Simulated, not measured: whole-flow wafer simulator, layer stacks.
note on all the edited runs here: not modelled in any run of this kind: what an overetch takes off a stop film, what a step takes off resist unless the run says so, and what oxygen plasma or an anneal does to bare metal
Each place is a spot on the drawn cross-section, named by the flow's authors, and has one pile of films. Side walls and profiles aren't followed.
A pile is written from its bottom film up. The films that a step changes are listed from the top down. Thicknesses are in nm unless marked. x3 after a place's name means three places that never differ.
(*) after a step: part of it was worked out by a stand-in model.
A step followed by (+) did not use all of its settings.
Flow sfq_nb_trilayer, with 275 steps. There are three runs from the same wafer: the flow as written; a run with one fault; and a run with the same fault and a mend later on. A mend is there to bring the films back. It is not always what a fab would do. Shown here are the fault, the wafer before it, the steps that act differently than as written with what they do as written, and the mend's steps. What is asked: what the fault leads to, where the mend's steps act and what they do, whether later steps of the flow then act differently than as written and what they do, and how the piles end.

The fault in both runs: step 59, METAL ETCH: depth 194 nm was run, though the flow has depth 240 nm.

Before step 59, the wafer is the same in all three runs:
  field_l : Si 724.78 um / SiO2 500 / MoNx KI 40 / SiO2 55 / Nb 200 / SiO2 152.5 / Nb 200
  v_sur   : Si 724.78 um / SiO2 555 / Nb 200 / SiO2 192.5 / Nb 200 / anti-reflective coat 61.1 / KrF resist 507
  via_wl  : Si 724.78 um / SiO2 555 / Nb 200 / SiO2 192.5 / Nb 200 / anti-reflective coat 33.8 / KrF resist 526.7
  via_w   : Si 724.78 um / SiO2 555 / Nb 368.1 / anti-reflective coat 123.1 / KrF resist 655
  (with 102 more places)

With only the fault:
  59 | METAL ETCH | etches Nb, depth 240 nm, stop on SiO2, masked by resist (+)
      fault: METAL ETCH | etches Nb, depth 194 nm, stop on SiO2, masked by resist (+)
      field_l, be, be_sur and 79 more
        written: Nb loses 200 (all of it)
        fault: Nb loses 194
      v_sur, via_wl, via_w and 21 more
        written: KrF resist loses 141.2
        fault: KrF resist loses 114.1
  Steps further on in the flow that do not act as written:
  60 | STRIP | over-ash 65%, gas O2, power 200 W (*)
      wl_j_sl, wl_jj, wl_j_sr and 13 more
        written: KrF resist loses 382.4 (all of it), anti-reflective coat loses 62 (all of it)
        fault: KrF resist loses 409.4 (all of it), anti-reflective coat loses 62 (all of it)
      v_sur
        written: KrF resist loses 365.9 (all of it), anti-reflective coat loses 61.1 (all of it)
        fault: KrF resist loses 392.9 (all of it), anti-reflective coat loses 61.1 (all of it)
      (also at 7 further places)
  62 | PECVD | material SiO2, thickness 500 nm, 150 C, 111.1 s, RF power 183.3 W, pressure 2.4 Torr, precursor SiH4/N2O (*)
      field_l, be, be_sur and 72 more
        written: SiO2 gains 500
        fault: SiO2 gains 500 (new film)
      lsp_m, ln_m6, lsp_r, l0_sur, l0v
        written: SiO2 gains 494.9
        fault: SiO2 gains 500 (new film)
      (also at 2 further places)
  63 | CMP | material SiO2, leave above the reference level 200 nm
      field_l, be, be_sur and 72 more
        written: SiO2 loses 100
        fault: SiO2 loses 106
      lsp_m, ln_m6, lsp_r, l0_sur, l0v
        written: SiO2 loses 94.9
        fault: SiO2 loses 106
  At field_l, be, be_sur and 79 more, the piles at the end differ from the flow's by more than 2% or 0.5 nm, whichever is larger.
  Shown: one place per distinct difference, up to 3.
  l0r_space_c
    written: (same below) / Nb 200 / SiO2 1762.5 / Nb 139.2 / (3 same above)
    fault: (same below) / Nb 200 / SiO2 192.5 / Nb 6 / SiO2 1564 / Nb 139.2 / (3 same above)
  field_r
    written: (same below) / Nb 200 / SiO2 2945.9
    fault: (same below) / Nb 200 / SiO2 192.5 / Nb 6 / SiO2 2747.4
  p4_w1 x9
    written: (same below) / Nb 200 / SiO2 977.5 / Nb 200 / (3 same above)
    fault: (same below) / Nb 200 / SiO2 192.5 / Nb 6 / SiO2 779 / Nb 200 / (3 same above)

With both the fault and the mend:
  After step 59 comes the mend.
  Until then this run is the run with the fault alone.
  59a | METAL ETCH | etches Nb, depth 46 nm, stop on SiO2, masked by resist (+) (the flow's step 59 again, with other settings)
      field_l, be, be_sur and 79 more
        Nb loses 6 (all of it)
      v_sur, via_wl, via_w and 21 more
        KrF resist loses 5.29
  Steps further on in the flow that do not act as written:
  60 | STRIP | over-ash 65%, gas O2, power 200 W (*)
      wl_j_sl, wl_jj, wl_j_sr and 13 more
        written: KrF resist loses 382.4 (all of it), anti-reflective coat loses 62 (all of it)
        mend: KrF resist loses 404.1 (all of it), anti-reflective coat loses 62 (all of it)
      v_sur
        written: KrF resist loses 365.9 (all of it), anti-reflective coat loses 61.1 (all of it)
        mend: KrF resist loses 387.6 (all of it), anti-reflective coat loses 61.1 (all of it)
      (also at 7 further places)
  By the end, the piles equal the flow's at every place that both follow.
